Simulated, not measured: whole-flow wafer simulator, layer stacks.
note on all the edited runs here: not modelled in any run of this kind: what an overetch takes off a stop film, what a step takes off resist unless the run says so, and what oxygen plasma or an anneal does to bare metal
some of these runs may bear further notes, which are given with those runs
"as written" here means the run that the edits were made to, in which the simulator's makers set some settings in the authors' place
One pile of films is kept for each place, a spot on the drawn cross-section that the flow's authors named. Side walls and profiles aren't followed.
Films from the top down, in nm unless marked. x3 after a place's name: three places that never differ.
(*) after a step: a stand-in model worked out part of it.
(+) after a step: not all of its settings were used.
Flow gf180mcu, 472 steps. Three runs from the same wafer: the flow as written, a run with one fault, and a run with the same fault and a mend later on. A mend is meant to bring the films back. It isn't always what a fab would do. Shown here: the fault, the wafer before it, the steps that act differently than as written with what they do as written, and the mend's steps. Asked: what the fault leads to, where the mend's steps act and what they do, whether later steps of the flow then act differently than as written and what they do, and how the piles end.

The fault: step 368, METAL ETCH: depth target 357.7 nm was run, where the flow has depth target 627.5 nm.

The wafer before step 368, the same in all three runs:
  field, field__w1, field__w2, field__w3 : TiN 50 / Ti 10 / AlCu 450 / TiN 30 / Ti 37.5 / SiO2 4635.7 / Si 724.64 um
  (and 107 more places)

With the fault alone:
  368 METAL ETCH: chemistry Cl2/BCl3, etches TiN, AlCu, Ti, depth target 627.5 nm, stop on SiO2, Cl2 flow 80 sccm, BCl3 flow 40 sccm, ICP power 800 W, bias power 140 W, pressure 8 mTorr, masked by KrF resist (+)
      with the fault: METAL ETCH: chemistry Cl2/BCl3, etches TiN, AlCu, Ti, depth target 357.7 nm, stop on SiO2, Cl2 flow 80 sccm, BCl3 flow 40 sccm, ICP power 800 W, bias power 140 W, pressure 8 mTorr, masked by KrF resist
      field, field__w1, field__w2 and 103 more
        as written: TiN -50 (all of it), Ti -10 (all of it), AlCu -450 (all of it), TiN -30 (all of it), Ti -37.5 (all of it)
        with the fault: TiN -50 (all of it), Ti -10 (all of it), AlCu -297.7
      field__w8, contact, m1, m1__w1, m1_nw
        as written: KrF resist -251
        with the fault: KrF resist -143.1
  Later steps of the flow that act differently than as written:
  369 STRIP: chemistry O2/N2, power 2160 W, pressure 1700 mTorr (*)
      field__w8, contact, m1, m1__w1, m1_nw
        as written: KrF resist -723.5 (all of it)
        with the fault: KrF resist -831.4 (all of it)
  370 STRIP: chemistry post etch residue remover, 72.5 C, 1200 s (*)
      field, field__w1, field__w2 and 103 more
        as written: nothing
        with the fault: AlCu -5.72
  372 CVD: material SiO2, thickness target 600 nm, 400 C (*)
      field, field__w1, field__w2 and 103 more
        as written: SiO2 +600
        with the fault: SiO2 +600 (new film)
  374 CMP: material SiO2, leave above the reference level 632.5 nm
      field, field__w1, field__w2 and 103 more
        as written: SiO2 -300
        with the fault: SiO2 -514.1
  At the end the piles differ from the flow's by more than 2% or 0.5 nm, whichever is larger, at field, field__w1, field__w2 and 104 more.
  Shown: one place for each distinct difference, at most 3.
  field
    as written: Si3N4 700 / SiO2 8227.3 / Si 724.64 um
    with the fault: Si3N4 700 / SiO2 3377.5 / AlCu 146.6 / TiN 30 / Ti 37.5 / SiO2 4635.7 / Si 724.64 um
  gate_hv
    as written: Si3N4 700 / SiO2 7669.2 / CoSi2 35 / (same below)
    with the fault: Si3N4 700 / SiO2 3377.5 / AlCu 146.6 / TiN 30 / Ti 37.5 / SiO2 4077.6 / CoSi2 35 / (same below)
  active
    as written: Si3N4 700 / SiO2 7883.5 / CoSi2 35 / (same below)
    with the fault: Si3N4 700 / SiO2 3377.5 / AlCu 146.6 / TiN 30 / Ti 37.5 / SiO2 4291.9 / CoSi2 35 / (same below)

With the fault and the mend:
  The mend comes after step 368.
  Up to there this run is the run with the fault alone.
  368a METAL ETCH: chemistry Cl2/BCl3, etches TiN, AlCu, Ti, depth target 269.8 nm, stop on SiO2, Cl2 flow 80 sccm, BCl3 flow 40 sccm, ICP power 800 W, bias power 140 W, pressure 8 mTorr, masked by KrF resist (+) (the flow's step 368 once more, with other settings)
      field, field__w1, field__w2 and 103 more
        AlCu -152.3 (all of it), TiN -30 (all of it), Ti -37.5 (all of it)
      field__w8, contact, m1, m1__w1, m1_nw
        KrF resist -107.9
  No later step of the flow acts differently than as written at any place that is followed.
  At the end the piles are the same as the flow's at every place that both follow.
